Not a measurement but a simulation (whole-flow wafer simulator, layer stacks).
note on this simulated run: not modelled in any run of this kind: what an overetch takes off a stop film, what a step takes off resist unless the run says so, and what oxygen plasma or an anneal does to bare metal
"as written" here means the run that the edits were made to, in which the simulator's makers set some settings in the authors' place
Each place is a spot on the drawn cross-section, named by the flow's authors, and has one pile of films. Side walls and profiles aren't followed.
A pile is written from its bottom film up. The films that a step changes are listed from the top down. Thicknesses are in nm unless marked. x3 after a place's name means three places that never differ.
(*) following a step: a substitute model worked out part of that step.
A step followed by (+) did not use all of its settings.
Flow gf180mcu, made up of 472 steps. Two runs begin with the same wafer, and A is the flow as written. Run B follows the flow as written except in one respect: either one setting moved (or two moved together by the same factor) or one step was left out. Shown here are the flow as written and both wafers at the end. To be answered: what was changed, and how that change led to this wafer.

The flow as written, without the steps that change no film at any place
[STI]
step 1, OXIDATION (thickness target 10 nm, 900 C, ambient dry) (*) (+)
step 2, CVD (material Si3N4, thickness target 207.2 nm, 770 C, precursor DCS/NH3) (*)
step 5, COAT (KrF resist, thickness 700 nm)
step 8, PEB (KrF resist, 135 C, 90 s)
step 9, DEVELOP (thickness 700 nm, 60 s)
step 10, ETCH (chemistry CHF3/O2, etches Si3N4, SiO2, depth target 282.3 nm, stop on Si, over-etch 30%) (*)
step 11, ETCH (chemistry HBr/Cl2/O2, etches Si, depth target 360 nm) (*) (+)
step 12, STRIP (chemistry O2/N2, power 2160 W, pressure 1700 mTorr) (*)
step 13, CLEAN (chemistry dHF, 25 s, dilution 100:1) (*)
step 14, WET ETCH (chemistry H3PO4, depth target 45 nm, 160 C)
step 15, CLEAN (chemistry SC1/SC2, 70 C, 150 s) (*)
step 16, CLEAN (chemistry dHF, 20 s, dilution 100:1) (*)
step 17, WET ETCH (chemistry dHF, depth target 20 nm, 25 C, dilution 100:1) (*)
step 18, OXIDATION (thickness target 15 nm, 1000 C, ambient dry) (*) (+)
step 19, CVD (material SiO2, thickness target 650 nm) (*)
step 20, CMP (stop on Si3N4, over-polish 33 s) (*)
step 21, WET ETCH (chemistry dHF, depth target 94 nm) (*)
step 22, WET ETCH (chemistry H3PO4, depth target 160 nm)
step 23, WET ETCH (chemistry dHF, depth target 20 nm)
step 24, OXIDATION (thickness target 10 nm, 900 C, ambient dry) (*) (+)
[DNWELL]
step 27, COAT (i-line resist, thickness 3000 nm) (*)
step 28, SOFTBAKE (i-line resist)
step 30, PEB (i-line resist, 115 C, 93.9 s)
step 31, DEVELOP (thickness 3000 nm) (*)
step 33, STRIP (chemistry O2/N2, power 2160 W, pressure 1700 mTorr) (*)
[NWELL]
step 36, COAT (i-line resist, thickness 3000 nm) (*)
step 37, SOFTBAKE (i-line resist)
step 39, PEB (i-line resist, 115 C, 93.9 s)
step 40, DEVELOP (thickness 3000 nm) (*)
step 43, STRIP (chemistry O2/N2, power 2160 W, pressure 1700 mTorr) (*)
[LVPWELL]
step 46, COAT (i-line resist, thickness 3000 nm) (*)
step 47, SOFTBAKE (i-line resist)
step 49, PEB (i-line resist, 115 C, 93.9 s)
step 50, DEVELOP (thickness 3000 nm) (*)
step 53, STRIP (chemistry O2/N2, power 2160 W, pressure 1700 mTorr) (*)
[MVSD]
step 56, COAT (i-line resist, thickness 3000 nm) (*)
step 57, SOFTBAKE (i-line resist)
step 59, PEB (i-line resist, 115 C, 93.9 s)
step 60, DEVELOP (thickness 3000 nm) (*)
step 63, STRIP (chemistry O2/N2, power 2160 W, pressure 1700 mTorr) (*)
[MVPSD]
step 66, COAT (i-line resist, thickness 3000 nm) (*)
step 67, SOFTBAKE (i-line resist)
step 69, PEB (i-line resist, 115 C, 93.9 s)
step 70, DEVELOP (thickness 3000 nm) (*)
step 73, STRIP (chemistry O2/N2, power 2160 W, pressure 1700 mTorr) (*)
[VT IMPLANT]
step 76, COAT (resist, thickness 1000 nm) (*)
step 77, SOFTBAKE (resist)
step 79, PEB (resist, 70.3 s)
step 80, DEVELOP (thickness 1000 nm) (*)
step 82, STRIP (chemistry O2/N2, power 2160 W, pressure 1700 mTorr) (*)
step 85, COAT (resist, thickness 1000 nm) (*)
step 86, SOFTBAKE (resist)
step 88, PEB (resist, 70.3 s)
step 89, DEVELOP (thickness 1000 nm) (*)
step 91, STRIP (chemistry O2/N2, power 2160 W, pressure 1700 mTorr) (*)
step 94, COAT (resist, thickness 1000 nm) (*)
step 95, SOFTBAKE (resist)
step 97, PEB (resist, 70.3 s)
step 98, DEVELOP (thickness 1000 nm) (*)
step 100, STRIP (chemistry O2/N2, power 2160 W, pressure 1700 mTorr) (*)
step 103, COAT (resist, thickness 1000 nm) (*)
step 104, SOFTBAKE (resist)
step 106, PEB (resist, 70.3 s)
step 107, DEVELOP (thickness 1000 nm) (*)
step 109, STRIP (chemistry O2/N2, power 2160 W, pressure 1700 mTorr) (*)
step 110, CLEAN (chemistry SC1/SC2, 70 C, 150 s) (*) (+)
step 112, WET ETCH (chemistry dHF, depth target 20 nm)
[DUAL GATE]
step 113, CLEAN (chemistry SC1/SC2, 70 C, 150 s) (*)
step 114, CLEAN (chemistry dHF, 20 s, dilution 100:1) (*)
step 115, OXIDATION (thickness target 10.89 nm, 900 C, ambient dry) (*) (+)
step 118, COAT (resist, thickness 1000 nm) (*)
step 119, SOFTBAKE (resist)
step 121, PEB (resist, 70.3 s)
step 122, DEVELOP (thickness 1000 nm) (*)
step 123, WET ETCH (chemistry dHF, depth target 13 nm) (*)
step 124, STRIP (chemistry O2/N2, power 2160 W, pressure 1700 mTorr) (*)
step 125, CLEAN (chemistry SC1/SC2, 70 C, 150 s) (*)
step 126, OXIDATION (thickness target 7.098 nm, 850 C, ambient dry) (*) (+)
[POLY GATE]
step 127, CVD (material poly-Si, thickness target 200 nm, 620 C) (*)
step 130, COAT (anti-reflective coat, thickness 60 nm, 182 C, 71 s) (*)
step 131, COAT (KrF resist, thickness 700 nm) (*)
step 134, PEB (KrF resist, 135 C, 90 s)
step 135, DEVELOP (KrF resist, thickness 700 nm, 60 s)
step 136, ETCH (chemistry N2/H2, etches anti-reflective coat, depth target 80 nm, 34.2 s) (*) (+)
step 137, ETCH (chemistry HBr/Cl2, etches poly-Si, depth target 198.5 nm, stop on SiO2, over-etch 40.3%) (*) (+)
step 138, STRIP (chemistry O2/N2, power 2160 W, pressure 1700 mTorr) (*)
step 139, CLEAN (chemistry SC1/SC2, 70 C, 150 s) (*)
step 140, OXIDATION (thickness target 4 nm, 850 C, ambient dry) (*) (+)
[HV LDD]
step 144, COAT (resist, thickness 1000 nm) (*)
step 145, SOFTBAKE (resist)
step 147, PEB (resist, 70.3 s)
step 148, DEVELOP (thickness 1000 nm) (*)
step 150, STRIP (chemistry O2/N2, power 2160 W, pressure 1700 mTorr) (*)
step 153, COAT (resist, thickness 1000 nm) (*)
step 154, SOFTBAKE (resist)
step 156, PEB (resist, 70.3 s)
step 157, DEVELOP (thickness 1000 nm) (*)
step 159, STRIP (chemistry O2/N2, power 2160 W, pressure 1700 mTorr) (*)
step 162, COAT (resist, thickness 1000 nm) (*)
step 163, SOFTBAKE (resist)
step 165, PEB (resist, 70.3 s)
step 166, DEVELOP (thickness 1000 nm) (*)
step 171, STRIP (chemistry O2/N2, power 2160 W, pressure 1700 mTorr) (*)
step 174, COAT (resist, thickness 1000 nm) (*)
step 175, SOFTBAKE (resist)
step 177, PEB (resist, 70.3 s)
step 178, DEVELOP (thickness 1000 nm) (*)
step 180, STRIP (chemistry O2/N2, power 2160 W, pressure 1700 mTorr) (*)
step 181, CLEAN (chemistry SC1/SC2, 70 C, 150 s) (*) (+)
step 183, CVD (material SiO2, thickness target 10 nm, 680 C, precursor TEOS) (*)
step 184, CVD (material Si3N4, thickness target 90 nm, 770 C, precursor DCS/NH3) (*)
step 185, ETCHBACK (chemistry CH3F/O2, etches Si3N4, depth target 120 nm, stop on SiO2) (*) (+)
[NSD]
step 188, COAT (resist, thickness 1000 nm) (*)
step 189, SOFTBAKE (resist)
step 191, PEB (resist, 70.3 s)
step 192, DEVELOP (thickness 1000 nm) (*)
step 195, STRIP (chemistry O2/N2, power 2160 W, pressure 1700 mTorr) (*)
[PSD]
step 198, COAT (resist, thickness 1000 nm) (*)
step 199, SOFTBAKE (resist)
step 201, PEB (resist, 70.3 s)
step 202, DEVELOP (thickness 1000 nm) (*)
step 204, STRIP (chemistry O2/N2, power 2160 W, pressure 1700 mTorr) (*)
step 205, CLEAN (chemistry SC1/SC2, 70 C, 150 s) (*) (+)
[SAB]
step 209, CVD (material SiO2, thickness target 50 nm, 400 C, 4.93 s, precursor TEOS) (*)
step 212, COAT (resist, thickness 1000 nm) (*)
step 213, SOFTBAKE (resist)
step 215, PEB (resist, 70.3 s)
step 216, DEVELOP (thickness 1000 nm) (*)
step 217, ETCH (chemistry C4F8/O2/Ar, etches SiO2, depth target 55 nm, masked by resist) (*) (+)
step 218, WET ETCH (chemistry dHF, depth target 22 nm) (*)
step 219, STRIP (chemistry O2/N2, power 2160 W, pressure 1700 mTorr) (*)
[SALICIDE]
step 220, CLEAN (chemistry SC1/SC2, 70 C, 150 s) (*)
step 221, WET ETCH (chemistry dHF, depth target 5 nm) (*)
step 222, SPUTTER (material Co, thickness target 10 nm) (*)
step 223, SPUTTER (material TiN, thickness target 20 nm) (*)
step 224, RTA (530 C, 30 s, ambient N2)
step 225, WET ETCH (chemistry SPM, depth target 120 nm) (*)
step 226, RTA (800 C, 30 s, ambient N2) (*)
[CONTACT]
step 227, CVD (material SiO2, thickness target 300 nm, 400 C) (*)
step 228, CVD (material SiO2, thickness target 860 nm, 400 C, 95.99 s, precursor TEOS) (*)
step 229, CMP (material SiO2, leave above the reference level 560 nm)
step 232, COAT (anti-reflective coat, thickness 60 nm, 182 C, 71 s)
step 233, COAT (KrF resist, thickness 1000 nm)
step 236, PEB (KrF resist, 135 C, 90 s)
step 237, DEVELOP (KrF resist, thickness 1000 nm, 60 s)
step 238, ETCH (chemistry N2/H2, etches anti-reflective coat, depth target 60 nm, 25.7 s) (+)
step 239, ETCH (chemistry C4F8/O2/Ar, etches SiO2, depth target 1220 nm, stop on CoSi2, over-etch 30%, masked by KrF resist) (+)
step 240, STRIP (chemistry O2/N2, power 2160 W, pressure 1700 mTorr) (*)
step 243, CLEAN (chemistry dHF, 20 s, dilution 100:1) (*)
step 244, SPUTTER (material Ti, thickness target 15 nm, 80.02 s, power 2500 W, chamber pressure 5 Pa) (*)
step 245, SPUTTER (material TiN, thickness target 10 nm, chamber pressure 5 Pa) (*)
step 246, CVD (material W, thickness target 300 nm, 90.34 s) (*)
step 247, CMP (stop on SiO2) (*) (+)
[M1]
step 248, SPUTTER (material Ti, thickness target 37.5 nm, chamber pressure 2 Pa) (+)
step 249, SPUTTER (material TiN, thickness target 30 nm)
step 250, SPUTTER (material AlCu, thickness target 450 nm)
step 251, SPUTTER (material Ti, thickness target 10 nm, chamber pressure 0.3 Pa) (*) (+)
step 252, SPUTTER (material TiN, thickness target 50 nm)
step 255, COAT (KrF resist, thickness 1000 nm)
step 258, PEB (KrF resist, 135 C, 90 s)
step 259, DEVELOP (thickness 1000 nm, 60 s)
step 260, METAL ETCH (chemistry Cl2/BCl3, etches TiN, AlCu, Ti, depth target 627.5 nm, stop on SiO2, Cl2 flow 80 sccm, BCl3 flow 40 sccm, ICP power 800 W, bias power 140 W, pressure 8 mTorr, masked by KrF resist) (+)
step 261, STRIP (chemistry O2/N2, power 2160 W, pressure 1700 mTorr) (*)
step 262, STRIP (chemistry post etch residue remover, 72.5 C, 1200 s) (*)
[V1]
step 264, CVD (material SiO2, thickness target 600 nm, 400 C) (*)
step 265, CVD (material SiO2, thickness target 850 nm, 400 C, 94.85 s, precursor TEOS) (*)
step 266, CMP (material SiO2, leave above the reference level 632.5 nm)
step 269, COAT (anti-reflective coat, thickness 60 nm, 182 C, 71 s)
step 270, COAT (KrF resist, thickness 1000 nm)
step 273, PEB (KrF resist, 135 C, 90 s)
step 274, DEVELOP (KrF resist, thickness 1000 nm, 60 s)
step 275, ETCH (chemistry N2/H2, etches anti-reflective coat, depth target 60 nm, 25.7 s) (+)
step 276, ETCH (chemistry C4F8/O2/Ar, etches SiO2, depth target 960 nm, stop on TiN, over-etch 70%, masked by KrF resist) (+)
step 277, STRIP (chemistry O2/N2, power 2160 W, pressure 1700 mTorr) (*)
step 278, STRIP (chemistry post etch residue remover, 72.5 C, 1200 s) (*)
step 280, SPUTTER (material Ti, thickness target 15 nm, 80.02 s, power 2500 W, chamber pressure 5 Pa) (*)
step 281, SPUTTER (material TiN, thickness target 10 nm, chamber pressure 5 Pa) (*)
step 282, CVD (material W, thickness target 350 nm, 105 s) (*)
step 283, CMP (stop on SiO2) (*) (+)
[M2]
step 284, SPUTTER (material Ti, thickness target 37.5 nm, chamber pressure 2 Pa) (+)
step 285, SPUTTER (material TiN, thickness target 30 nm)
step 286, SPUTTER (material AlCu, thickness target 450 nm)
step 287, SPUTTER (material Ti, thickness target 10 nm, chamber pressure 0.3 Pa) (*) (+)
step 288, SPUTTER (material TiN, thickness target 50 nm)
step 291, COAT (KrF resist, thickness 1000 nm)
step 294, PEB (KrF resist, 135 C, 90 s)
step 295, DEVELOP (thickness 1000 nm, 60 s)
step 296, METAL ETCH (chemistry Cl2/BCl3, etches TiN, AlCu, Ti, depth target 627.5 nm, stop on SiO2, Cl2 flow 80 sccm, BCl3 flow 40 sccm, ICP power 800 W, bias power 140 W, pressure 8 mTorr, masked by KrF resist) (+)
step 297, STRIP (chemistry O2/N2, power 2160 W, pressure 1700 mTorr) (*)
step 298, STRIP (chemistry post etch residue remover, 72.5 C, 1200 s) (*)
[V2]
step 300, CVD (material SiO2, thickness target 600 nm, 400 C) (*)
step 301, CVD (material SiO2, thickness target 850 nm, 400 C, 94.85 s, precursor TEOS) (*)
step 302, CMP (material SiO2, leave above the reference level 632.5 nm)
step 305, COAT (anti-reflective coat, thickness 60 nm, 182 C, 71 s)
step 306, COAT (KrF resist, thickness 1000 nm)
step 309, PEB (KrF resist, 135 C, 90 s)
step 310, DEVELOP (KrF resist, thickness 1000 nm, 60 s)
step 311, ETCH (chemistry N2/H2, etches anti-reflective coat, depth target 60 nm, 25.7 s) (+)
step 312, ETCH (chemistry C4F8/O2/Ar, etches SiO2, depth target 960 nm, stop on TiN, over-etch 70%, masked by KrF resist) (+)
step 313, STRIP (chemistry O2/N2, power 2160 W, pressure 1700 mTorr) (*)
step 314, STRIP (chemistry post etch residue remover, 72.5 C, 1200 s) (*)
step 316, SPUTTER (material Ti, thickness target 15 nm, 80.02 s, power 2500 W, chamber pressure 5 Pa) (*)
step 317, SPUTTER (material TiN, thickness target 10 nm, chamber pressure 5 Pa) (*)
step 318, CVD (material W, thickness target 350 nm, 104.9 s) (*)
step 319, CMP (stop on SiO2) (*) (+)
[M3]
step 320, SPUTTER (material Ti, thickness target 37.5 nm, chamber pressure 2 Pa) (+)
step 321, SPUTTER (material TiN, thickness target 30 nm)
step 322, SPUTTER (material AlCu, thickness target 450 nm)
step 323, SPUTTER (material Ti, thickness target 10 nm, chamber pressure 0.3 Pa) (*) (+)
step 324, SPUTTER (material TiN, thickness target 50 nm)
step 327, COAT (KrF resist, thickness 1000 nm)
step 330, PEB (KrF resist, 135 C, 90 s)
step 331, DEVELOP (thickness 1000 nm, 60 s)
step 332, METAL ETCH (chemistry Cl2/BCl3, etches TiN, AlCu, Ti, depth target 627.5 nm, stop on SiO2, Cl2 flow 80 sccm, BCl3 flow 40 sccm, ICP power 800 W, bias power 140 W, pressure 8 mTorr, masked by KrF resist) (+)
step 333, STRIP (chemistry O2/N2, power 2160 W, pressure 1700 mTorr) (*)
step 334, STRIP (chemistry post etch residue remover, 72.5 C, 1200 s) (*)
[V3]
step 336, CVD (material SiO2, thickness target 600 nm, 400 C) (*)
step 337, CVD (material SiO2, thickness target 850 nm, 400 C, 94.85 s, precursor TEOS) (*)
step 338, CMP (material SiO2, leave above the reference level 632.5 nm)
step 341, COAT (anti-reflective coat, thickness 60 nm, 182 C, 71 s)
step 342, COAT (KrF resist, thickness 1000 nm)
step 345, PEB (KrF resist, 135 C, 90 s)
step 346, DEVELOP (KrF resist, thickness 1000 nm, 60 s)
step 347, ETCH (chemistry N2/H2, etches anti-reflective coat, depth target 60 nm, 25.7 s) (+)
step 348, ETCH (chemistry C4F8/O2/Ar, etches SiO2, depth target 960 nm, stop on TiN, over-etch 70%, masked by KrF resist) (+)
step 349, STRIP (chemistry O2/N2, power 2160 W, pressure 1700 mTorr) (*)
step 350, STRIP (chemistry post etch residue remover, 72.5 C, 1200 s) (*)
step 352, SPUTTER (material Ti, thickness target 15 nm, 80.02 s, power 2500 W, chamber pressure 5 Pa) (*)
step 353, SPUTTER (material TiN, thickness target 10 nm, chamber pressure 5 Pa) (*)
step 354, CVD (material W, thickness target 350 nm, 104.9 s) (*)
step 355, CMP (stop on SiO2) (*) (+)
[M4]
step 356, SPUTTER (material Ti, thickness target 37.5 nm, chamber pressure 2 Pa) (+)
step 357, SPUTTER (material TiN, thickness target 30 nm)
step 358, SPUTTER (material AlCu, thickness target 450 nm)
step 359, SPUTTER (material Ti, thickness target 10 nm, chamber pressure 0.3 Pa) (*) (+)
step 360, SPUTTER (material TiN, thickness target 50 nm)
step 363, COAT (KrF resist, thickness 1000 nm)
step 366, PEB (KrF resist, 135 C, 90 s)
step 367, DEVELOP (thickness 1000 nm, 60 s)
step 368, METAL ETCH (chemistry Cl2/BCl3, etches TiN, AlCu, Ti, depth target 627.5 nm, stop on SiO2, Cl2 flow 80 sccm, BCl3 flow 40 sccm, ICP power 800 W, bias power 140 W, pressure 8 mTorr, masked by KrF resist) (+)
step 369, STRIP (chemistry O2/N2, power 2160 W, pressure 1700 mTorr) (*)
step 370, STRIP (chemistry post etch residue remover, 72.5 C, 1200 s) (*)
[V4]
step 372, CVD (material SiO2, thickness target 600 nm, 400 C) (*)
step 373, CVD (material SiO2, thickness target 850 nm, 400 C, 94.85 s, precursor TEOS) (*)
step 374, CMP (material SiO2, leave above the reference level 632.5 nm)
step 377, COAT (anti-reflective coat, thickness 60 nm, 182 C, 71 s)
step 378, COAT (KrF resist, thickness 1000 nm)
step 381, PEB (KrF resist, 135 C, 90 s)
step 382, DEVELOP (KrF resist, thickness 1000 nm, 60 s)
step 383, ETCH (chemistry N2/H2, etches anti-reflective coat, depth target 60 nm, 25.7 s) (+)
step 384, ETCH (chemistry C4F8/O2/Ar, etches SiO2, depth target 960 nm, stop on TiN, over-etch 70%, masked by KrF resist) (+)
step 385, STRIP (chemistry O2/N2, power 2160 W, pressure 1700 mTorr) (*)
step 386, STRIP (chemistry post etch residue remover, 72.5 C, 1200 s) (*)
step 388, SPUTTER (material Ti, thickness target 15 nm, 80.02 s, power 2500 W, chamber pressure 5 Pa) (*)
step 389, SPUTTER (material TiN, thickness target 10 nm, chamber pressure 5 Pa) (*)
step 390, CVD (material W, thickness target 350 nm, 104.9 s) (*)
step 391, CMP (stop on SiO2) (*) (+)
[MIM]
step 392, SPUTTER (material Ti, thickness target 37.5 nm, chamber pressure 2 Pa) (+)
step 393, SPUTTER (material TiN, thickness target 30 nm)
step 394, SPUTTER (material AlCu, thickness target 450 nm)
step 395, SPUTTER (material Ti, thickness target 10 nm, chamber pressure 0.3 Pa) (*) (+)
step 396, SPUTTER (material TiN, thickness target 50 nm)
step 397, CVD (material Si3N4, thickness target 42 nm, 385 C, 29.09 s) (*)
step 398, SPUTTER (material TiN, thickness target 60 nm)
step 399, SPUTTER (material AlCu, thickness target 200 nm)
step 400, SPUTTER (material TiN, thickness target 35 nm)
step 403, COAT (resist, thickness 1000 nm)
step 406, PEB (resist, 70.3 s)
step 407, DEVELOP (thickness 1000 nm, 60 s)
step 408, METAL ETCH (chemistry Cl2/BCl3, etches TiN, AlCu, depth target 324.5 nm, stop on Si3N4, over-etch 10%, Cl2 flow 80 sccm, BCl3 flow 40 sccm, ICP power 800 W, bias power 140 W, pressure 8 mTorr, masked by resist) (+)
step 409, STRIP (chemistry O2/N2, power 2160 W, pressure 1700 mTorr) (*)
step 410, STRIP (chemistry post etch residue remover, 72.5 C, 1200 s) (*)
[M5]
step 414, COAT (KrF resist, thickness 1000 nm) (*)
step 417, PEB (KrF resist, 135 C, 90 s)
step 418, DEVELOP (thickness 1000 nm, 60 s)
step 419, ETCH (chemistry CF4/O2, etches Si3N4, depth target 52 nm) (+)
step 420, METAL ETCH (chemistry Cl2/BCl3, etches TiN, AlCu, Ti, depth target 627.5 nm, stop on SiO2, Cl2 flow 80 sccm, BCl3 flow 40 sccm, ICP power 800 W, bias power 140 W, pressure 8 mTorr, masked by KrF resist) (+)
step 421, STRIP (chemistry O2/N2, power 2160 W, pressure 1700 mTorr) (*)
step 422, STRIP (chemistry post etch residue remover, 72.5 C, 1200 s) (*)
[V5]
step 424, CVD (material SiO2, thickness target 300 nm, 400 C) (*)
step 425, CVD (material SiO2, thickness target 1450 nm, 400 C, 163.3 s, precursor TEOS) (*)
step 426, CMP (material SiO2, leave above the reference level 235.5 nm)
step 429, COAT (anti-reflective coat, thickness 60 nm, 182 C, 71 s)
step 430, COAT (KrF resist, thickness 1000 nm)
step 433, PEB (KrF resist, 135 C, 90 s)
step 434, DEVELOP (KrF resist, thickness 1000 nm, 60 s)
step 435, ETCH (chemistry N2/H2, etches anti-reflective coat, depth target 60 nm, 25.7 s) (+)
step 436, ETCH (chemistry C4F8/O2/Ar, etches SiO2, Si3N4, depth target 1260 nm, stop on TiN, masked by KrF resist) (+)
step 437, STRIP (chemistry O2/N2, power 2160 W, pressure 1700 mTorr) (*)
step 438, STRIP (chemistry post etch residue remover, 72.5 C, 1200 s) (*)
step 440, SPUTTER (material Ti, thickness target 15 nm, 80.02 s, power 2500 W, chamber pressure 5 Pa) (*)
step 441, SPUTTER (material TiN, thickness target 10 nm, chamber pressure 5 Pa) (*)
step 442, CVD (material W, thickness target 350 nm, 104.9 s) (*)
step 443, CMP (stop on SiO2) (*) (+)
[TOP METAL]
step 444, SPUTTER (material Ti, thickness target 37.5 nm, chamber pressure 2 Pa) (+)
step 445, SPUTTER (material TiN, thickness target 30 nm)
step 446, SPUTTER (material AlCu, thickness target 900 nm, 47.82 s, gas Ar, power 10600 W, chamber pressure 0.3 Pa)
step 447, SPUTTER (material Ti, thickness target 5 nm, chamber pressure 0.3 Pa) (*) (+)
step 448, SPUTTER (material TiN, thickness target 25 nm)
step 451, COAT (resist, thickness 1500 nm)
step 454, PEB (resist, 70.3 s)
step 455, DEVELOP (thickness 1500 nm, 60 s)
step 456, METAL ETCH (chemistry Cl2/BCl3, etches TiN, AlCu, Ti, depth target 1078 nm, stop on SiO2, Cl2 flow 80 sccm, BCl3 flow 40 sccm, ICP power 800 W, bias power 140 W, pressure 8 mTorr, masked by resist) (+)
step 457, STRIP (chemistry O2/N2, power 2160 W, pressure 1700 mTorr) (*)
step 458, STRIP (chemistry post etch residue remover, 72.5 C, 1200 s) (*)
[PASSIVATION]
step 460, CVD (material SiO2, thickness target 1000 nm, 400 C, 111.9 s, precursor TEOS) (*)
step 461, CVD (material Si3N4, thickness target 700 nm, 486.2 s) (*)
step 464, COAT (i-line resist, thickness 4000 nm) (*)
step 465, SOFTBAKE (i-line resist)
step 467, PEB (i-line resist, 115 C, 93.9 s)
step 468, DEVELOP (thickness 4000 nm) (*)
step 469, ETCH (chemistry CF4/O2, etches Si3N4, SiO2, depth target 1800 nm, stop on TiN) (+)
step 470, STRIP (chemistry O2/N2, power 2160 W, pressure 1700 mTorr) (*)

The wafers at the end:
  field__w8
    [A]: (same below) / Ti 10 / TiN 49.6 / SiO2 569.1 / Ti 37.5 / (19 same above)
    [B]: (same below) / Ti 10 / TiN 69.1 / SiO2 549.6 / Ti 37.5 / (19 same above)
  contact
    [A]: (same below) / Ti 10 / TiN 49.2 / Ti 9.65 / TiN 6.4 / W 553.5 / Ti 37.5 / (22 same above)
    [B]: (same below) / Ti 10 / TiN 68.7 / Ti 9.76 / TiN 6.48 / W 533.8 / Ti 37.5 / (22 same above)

The reason: step 324, SPUTTER: thickness target 69.5 nm was run, though the flow has thickness target 50 nm.

The path from the change to this, step by step:
  step 324, SPUTTER (material TiN, thickness target 50 nm)
      field, field__w1, field__w2 and 108 more: A +50 TiN (new film) | B +69.5 TiN (new film)
  step 332, METAL ETCH (chemistry Cl2/BCl3, etches TiN, AlCu, Ti, depth target 627.5 nm, stop on SiO2, Cl2 flow 80 sccm, BCl3 flow 40 sccm, ICP power 800 W, bias power 140 W, pressure 8 mTorr, masked by KrF resist) (+)
      field, field__w1, field__w2 and 103 more: A -50 TiN (all of it), -10 Ti (all of it), -450 AlCu (all of it), -30 TiN (all of it), -37.5 Ti (all of it) | B -69.5 TiN (all of it), -10 Ti (all of it), -450 AlCu (all of it), -30 TiN (all of it), -37.5 Ti (all of it)
  step 338, CMP (material SiO2, leave above the reference level 632.5 nm)
      field__w8, contact, m1, m1__w1, m1_nw: A -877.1 SiO2 | B -896.6 SiO2
  step 348, ETCH (chemistry C4F8/O2/Ar, etches SiO2, depth target 960 nm, stop on TiN, over-etch 70%, masked by KrF resist) (+)
      field, field__w1, field__w2 and 107 more: A -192 KrF resist | B -188 KrF resist
      contact: A -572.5 SiO2 (all of it) | B -553 SiO2 (all of it)
  step 354, CVD (material W, thickness target 350 nm, 104.9 s) (*)
      contact: A +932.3 W (new film) | B +912.6 W (new film)
